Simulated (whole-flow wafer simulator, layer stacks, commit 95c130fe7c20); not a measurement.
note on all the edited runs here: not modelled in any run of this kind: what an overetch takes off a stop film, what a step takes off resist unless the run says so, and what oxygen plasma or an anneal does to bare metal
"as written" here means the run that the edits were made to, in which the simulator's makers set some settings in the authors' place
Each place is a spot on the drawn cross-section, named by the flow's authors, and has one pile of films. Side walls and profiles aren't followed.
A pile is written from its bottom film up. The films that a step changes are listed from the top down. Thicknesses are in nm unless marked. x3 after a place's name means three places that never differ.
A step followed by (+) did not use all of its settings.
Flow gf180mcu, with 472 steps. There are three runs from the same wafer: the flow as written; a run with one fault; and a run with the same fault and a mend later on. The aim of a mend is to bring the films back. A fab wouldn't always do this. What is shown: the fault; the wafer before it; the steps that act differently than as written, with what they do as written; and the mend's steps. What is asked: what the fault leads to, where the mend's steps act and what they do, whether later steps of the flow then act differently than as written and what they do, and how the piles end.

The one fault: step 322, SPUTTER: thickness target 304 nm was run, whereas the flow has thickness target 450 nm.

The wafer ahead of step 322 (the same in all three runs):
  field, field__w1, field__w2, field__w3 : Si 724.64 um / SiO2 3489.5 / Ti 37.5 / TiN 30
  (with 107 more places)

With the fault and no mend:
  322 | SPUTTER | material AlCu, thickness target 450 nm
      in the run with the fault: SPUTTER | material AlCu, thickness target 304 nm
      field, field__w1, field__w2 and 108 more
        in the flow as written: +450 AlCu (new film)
        in the run with the fault: +304 AlCu (new film)
  Steps further on in the flow that do not act as written:
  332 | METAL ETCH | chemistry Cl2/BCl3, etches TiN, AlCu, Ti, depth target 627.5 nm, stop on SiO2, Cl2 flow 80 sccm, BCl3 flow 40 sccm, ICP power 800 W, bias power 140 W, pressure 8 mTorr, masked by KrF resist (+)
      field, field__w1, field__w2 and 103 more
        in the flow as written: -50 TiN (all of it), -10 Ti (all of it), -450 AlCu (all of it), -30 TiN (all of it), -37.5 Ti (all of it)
        in the run with the fault: -50 TiN (all of it), -10 Ti (all of it), -304 AlCu (all of it), -30 TiN (all of it), -37.5 Ti (all of it)
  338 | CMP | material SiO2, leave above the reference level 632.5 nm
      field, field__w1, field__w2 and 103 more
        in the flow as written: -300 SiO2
        in the run with the fault: -446 SiO2
  At field__w4, field__w8, contact and 10 more, the piles at the end differ from the flow's by more than 2% or 0.5 nm, whichever is larger.
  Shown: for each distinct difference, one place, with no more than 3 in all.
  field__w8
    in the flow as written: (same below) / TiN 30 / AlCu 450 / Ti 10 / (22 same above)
    in the run with the fault: (same below) / TiN 30 / AlCu 304 / Ti 10 / (22 same above)
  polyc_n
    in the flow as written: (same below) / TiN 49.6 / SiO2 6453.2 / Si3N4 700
    in the run with the fault: (same below) / TiN 49.6 / SiO2 6307.2 / Si3N4 700
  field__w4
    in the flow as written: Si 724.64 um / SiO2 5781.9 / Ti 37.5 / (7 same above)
    in the run with the fault: Si 724.64 um / SiO2 5635.9 / Ti 37.5 / (7 same above)

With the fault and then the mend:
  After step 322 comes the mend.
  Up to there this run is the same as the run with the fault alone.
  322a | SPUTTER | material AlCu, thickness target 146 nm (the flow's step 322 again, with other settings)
      field, field__w1, field__w2 and 108 more
        +146 AlCu
  None of the later steps of the flow acts differently than as written at any place that is followed.
  By the end, the piles equal the flow's at every place that both follow.
